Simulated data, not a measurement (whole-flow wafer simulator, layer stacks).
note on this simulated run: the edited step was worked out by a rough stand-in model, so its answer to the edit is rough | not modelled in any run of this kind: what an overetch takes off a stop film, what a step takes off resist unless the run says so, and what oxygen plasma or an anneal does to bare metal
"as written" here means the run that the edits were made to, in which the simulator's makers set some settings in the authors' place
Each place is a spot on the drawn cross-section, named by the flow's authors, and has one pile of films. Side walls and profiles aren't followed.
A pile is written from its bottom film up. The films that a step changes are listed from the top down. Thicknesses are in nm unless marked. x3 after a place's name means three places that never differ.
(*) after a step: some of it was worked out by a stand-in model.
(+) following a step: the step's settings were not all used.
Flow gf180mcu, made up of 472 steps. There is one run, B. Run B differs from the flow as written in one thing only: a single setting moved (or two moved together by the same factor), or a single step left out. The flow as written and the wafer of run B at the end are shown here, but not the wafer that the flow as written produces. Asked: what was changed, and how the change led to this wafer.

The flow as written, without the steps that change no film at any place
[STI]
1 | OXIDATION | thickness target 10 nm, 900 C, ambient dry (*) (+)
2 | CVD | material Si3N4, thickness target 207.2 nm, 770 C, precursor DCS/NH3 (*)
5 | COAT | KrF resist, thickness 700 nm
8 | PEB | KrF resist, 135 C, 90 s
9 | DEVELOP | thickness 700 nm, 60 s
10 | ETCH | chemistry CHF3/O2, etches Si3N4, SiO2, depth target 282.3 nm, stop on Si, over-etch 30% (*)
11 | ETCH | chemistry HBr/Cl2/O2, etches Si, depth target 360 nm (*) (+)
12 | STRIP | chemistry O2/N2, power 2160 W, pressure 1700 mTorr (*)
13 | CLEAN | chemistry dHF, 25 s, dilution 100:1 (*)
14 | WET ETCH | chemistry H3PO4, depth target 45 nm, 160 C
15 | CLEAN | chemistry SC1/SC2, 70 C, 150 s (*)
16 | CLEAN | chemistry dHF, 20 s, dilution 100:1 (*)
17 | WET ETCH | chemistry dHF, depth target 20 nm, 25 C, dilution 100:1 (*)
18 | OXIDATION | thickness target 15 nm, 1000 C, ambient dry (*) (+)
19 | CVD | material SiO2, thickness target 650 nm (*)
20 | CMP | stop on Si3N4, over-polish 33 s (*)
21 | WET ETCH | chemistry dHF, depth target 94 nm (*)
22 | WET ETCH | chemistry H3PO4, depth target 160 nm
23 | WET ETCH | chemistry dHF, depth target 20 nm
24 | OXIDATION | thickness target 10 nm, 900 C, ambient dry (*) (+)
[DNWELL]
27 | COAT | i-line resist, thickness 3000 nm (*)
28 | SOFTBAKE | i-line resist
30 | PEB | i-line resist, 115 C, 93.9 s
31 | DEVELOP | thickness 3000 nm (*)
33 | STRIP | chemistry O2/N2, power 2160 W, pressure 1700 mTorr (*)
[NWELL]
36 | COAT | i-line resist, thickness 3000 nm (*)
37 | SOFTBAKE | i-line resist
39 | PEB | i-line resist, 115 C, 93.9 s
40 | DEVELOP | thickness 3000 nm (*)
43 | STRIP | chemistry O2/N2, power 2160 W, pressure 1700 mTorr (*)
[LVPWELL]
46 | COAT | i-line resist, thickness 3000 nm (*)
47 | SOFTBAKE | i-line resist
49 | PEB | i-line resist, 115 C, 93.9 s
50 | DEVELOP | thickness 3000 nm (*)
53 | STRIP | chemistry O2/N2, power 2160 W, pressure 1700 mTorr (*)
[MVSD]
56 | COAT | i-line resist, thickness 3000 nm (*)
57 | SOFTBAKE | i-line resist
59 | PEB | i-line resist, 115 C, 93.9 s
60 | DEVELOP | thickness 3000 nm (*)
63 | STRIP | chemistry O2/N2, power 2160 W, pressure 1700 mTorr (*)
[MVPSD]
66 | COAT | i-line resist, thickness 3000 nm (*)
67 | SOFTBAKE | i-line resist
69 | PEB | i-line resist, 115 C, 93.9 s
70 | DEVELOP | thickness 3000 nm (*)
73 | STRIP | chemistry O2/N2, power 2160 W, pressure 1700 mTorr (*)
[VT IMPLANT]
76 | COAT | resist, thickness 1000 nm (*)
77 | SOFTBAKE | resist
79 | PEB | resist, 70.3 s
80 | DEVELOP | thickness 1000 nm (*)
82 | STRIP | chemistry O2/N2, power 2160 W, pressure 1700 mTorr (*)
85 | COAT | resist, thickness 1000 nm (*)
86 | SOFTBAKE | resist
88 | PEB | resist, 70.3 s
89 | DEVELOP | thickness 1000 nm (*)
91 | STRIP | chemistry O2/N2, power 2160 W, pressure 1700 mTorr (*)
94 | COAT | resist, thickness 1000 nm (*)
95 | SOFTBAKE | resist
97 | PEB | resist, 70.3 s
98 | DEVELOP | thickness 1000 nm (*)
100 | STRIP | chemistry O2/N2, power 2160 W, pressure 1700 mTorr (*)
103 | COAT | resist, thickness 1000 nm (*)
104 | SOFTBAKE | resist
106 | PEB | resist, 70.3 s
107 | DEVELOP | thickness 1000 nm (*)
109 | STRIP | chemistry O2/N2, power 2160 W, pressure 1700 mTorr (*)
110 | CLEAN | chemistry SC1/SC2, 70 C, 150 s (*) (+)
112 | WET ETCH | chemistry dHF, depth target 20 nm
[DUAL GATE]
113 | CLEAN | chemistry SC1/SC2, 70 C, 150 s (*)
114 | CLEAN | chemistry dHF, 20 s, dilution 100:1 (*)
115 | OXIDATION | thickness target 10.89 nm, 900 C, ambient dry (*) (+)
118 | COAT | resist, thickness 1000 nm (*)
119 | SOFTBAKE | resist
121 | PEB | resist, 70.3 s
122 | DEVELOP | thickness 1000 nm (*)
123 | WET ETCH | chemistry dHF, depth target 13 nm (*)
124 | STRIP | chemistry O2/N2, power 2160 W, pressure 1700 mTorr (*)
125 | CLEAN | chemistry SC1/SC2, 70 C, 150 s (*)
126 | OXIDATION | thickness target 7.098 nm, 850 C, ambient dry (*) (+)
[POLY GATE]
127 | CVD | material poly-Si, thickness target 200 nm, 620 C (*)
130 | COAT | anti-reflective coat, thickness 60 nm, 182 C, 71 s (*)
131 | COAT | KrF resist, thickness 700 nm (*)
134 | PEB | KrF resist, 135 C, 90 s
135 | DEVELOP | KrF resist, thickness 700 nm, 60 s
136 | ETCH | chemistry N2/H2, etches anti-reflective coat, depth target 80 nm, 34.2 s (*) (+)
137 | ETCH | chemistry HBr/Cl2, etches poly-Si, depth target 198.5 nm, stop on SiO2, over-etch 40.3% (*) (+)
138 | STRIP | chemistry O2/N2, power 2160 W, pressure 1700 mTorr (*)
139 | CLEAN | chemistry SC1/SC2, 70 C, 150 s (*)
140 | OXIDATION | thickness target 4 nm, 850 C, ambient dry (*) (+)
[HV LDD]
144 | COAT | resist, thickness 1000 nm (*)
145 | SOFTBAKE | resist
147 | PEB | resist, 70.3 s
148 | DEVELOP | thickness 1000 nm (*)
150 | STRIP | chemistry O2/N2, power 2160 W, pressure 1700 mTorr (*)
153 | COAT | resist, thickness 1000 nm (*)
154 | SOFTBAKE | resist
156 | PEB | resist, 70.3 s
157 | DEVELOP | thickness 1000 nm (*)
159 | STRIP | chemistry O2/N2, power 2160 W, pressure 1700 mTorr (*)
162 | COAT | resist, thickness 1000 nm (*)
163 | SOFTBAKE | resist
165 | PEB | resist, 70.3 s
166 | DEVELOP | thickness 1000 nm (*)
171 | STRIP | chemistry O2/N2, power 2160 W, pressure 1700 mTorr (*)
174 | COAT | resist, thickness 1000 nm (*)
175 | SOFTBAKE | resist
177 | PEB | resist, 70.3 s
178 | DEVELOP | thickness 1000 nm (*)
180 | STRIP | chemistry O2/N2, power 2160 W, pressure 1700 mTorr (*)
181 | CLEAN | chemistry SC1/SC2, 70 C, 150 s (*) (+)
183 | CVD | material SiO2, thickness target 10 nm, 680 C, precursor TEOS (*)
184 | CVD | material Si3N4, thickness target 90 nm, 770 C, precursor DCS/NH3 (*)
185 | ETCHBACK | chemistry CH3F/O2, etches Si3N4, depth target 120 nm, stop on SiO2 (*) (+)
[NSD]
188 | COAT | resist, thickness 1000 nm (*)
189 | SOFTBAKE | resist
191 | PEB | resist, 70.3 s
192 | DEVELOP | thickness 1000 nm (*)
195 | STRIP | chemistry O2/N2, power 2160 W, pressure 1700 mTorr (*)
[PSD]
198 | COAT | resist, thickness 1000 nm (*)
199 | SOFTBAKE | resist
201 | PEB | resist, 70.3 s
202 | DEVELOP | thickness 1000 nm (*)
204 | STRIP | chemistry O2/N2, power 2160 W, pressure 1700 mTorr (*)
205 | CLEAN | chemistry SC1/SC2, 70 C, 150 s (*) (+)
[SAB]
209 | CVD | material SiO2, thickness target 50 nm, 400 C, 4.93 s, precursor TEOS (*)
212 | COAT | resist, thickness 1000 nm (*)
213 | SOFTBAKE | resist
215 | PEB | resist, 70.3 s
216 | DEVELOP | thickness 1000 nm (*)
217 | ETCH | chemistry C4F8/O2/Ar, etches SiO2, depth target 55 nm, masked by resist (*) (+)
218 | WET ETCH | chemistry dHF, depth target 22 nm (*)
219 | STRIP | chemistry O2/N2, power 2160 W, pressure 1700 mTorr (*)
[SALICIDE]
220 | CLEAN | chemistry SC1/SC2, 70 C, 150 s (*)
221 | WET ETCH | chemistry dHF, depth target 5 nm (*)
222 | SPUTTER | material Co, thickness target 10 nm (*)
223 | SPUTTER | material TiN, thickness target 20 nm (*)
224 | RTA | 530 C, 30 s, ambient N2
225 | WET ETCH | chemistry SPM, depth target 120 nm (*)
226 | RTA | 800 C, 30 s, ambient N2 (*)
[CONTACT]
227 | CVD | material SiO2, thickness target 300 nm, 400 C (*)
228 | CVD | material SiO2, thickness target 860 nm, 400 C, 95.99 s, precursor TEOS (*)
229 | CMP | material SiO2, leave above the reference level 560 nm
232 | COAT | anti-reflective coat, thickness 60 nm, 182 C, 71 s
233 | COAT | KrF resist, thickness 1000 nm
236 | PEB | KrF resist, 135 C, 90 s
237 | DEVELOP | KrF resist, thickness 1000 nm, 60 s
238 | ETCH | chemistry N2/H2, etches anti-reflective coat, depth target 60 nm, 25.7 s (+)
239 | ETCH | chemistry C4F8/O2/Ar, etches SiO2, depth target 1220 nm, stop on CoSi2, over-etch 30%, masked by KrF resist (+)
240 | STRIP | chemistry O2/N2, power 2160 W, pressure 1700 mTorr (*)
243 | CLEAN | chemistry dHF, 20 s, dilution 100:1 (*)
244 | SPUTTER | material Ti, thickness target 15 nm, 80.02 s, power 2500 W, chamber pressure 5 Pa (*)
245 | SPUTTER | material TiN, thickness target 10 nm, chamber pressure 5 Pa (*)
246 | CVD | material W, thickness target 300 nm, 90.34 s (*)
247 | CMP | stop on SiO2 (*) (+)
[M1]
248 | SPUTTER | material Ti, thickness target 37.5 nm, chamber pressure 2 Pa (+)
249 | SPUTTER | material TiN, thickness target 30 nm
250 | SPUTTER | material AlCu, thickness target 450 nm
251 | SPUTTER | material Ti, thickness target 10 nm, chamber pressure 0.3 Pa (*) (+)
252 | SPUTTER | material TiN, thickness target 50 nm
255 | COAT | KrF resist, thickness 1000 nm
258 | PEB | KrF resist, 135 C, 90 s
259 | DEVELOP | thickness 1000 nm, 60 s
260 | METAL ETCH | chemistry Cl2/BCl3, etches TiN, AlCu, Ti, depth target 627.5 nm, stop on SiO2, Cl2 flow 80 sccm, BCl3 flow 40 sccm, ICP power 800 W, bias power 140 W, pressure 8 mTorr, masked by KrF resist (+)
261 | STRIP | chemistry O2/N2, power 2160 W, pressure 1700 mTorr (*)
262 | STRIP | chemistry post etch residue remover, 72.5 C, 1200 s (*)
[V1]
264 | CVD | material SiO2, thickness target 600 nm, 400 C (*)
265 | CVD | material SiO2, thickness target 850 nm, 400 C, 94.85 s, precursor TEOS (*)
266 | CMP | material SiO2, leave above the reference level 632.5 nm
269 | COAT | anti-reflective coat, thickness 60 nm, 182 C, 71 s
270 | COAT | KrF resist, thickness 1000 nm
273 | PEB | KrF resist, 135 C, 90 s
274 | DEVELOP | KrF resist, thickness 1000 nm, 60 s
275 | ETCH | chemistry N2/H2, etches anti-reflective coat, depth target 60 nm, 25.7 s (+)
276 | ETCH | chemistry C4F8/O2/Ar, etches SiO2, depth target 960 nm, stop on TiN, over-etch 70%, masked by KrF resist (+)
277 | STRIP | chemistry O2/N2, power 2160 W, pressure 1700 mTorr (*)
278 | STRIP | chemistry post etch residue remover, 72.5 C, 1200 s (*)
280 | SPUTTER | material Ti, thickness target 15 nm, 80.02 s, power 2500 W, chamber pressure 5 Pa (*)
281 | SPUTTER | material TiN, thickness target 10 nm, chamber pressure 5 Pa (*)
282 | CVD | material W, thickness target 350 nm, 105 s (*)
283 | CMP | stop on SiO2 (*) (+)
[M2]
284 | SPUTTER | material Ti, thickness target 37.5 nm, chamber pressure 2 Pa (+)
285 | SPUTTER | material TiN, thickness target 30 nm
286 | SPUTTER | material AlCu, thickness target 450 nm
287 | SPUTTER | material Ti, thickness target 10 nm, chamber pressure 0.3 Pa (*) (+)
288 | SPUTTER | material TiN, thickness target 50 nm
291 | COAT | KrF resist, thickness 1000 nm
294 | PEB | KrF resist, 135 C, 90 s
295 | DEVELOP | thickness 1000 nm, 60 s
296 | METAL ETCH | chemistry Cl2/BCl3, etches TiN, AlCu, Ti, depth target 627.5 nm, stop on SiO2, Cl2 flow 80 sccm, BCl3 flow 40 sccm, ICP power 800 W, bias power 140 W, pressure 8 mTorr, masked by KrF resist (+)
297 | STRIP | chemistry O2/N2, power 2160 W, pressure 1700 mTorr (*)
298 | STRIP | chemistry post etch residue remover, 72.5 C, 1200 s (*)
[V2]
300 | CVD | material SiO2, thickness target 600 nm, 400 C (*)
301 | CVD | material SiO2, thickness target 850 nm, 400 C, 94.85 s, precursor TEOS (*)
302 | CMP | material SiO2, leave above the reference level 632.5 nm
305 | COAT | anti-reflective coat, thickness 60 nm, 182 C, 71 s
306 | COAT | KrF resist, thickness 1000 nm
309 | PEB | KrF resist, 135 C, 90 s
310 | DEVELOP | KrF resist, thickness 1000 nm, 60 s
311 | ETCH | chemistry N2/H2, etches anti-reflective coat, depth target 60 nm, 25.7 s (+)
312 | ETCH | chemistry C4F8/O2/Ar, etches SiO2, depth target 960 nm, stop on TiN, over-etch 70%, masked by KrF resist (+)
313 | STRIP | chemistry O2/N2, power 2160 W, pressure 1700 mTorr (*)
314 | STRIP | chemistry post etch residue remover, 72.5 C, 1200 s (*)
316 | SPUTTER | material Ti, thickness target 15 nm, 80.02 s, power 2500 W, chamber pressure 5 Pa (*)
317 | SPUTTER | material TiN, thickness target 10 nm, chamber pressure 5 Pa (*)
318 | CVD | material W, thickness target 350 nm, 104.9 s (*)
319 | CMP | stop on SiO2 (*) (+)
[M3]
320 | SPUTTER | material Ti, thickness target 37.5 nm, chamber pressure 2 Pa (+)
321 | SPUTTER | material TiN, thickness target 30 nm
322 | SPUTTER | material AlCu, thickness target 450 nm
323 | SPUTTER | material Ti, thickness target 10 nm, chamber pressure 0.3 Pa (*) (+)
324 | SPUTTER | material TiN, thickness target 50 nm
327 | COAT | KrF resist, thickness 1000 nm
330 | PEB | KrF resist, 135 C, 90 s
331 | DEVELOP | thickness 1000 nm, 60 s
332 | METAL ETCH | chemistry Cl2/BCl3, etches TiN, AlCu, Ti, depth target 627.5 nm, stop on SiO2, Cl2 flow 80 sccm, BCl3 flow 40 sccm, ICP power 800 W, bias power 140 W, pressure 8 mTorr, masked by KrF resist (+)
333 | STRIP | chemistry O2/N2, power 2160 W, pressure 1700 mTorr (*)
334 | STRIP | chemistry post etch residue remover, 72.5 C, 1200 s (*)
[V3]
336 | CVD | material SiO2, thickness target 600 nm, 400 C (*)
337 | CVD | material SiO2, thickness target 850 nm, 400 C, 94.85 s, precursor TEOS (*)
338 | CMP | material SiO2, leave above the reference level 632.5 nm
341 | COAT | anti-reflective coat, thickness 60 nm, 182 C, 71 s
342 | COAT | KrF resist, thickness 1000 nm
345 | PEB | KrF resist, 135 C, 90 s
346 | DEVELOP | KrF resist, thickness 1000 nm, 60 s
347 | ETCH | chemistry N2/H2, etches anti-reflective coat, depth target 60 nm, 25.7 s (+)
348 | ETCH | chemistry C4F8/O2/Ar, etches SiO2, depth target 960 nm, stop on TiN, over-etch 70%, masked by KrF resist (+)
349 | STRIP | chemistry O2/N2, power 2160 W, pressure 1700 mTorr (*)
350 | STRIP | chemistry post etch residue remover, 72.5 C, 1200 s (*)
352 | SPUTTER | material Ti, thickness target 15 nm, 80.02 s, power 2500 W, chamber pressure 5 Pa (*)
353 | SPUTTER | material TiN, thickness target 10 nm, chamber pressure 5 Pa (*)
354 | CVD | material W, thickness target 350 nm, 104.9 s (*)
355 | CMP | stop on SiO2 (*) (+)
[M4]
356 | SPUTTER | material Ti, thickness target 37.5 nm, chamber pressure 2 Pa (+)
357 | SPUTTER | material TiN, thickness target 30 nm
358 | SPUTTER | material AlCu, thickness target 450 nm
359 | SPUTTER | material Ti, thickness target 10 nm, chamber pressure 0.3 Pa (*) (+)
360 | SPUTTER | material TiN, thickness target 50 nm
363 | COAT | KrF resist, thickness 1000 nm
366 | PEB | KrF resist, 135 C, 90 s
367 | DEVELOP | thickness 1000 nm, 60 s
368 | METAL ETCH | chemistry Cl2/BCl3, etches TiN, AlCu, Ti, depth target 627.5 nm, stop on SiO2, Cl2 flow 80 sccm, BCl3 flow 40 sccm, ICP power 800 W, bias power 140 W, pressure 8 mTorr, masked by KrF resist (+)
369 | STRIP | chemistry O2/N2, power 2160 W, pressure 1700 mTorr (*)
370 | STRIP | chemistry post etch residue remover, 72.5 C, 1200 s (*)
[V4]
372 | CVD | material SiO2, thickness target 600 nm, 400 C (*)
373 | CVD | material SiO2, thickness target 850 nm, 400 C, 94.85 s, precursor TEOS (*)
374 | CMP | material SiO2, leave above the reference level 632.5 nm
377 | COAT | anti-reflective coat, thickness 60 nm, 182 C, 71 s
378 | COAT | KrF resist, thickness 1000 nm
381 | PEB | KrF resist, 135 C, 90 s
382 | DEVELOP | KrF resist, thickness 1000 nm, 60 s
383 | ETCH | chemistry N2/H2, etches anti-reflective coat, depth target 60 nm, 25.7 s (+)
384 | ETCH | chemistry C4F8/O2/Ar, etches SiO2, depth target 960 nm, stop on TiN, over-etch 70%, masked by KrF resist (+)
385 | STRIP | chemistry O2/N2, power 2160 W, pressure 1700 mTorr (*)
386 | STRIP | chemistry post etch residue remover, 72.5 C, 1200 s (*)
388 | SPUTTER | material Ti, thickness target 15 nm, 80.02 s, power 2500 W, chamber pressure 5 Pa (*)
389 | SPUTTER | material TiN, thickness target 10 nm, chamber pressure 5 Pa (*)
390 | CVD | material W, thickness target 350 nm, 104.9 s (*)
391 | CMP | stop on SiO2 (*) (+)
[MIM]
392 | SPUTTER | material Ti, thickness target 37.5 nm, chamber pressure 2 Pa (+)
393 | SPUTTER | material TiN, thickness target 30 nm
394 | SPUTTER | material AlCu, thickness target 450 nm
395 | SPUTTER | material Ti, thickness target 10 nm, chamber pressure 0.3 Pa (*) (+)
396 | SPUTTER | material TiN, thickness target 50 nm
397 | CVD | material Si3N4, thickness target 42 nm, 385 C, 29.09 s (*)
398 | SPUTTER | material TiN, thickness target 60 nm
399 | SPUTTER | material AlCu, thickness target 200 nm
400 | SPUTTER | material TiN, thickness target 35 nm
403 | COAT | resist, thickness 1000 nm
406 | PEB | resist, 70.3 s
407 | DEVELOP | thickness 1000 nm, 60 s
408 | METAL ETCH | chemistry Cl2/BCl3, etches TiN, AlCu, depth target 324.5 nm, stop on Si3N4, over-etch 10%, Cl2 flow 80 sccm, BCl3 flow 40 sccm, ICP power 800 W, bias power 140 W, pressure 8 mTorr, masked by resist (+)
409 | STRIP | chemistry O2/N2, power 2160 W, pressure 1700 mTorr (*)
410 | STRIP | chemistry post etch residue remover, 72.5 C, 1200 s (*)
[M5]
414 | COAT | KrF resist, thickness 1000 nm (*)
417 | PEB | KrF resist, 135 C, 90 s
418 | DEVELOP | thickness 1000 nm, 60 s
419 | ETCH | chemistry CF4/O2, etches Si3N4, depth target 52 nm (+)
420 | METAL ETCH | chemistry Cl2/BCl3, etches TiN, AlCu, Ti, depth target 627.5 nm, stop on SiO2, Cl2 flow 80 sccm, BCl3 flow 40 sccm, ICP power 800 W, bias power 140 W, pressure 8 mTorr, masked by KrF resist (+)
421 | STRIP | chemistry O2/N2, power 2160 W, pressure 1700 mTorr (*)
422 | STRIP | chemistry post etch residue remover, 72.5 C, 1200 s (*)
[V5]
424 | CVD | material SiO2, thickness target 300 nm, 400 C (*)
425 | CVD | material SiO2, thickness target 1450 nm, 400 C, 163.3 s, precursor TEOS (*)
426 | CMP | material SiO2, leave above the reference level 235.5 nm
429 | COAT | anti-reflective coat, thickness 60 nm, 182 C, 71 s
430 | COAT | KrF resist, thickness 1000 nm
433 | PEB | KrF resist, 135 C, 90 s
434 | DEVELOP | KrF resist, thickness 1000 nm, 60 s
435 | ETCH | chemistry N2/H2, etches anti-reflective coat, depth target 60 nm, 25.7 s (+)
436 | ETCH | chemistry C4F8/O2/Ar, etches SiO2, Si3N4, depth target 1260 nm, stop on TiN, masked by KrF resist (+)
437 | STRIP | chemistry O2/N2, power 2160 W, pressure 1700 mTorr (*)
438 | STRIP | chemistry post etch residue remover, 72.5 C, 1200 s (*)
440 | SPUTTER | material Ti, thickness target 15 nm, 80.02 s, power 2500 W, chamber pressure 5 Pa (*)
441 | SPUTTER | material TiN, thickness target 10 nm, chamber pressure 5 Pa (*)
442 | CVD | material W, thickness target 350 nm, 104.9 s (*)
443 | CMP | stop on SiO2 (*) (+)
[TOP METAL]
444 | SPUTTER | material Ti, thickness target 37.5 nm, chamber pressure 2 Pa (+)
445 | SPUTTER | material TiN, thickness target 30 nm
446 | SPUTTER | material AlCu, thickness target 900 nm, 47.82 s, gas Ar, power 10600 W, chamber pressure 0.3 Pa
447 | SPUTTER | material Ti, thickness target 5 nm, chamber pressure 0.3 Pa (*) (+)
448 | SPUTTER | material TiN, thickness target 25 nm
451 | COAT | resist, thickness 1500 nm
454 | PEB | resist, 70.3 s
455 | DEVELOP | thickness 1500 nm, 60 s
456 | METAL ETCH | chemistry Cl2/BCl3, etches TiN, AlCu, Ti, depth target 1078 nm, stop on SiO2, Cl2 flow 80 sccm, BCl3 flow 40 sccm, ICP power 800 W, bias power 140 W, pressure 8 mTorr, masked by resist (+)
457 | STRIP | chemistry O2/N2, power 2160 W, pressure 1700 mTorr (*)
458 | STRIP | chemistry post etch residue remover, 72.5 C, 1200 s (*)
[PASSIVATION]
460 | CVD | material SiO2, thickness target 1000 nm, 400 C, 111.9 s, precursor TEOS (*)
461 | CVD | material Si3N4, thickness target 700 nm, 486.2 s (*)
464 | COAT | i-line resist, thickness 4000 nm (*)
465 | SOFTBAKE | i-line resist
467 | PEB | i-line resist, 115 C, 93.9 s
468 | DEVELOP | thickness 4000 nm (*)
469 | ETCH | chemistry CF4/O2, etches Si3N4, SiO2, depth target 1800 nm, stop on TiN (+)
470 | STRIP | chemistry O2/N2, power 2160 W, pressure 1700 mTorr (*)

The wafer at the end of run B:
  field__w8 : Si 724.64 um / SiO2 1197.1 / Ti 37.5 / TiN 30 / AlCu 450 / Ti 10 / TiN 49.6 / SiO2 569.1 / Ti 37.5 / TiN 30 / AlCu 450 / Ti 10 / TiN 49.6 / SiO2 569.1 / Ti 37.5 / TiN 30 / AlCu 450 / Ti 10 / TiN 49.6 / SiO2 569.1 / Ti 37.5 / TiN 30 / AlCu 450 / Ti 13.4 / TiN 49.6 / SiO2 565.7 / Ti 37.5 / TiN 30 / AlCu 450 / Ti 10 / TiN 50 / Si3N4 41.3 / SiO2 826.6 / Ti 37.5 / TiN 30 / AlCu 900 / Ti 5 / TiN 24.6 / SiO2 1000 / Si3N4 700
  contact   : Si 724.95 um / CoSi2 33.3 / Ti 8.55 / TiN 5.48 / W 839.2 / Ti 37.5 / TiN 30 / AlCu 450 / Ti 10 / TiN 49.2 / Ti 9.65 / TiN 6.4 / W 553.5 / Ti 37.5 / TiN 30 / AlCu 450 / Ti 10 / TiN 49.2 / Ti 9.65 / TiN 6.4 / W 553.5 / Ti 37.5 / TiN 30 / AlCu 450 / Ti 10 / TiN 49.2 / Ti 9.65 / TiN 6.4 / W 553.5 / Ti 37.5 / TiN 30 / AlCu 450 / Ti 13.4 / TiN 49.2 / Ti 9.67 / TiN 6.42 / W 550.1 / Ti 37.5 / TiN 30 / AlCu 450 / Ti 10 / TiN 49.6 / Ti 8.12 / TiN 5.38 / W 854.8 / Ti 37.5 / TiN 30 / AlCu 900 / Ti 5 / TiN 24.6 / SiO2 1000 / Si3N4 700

The reason: step 359, SPUTTER: thickness target 13.4 nm was run, while the flow as written has thickness target 10 nm.
One can read it off the wafer: field__w8 has Ti 13.4, and step 359 as written asks for 10 nm.

The path from the change to this, step by step:
  359 | SPUTTER | material Ti, thickness target 10 nm, chamber pressure 0.3 Pa (*) (+)
      field, field__w1, field__w2 and 108 more: +13.4 Ti (new film) (in the flow as written it would be: +10 Ti (new film))
  368 | METAL ETCH | chemistry Cl2/BCl3, etches TiN, AlCu, Ti, depth target 627.5 nm, stop on SiO2, Cl2 flow 80 sccm, BCl3 flow 40 sccm, ICP power 800 W, bias power 140 W, pressure 8 mTorr, masked by KrF resist (+)
      field, field__w1, field__w2 and 103 more: -50 TiN (all of it), -13.4 Ti (all of it), -450 AlCu (all of it), -30 TiN (all of it), -37.5 Ti (all of it) (in the flow as written it would be: -50 TiN (all of it), -10 Ti (all of it), -450 AlCu (all of it), -30 TiN (all of it), -37.5 Ti (all of it))
